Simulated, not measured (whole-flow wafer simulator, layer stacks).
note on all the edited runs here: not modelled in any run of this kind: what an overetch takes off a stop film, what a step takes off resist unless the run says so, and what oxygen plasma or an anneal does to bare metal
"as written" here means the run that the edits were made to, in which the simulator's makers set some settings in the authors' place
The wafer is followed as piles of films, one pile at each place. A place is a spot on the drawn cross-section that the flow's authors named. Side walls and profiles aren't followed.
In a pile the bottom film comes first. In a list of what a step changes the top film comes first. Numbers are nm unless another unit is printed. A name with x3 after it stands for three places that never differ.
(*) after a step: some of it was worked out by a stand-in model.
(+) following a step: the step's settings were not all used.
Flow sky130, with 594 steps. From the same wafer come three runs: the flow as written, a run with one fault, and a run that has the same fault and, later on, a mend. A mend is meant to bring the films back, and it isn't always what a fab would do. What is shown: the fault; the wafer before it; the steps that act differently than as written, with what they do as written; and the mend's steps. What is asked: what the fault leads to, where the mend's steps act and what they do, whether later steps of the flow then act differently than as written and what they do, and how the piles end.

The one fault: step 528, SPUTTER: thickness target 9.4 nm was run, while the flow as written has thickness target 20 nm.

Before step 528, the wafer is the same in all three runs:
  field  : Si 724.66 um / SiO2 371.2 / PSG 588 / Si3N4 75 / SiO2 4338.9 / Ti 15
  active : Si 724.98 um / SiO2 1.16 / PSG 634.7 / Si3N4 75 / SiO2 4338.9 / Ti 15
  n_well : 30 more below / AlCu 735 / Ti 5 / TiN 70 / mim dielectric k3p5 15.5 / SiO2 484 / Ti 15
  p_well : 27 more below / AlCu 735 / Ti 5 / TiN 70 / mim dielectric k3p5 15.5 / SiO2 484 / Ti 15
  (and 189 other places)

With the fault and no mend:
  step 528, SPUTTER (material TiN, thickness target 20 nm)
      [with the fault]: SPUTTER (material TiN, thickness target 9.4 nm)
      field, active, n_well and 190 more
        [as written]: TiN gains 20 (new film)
        [with the fault]: TiN gains 9.4 (new film)
  Steps later in the flow that act otherwise than as written (19 other steps are not shown; they differ only slightly, by no more than 2% or 0.5 nm, whichever is larger):
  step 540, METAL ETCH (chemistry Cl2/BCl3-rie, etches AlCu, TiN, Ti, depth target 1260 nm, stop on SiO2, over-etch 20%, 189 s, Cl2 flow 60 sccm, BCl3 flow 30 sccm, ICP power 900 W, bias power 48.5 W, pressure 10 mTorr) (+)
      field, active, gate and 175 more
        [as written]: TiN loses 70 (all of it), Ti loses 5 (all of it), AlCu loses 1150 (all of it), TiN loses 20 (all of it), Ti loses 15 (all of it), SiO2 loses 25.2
        [with the fault]: TiN loses 70 (all of it), Ti loses 5 (all of it), AlCu loses 1150 (all of it), TiN loses 9.4 (all of it), Ti loses 15 (all of it), SiO2 loses 26.3
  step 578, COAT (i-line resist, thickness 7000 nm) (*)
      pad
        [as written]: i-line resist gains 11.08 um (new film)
        [with the fault]: i-line resist gains 11.09 um (new film)
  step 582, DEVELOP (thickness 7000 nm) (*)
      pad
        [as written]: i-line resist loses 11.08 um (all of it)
        [with the fault]: i-line resist loses 11.09 um (all of it)
  By the end, the piles at n_well, p_well, sd_n and 12 more depart from the flow's by more than 2% or 0.5 nm, whichever is larger.
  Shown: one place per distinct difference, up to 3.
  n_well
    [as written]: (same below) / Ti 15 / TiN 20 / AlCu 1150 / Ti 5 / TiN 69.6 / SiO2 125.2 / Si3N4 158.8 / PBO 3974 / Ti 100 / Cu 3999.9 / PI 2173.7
    [with the fault]: (same below) / Ti 15 / TiN 9.4 / AlCu 1150 / Ti 5 / TiN 69.6 / SiO2 125.2 / Si3N4 158.8 / PBO 3981.6 / Ti 100 / Cu 3999.9 / PI 2174.9
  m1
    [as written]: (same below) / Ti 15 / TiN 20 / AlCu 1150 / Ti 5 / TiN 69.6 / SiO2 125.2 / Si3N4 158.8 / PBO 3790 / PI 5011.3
    [with the fault]: (same below) / Ti 15 / TiN 9.4 / AlCu 1150 / Ti 5 / TiN 69.6 / SiO2 125.2 / Si3N4 158.8 / PBO 3798.8 / PI 5011.8
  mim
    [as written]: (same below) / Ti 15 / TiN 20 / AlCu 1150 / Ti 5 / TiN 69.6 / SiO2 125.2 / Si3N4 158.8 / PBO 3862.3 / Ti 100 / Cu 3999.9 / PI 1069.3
    [with the fault]: (same below) / Ti 15 / TiN 9.4 / AlCu 1150 / Ti 5 / TiN 69.6 / SiO2 125.2 / Si3N4 158.8 / PBO 3870.4 / Ti 100 / Cu 3999.9 / PI 1070.3

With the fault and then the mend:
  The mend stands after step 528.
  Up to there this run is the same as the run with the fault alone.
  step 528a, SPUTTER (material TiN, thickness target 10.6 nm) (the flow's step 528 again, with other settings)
      field, active, n_well and 190 more
        TiN gains 10.6
  Every later step of the flow that is run acts as written at every place that is followed.
  By the end, the piles equal the flow's at every place that both follow.
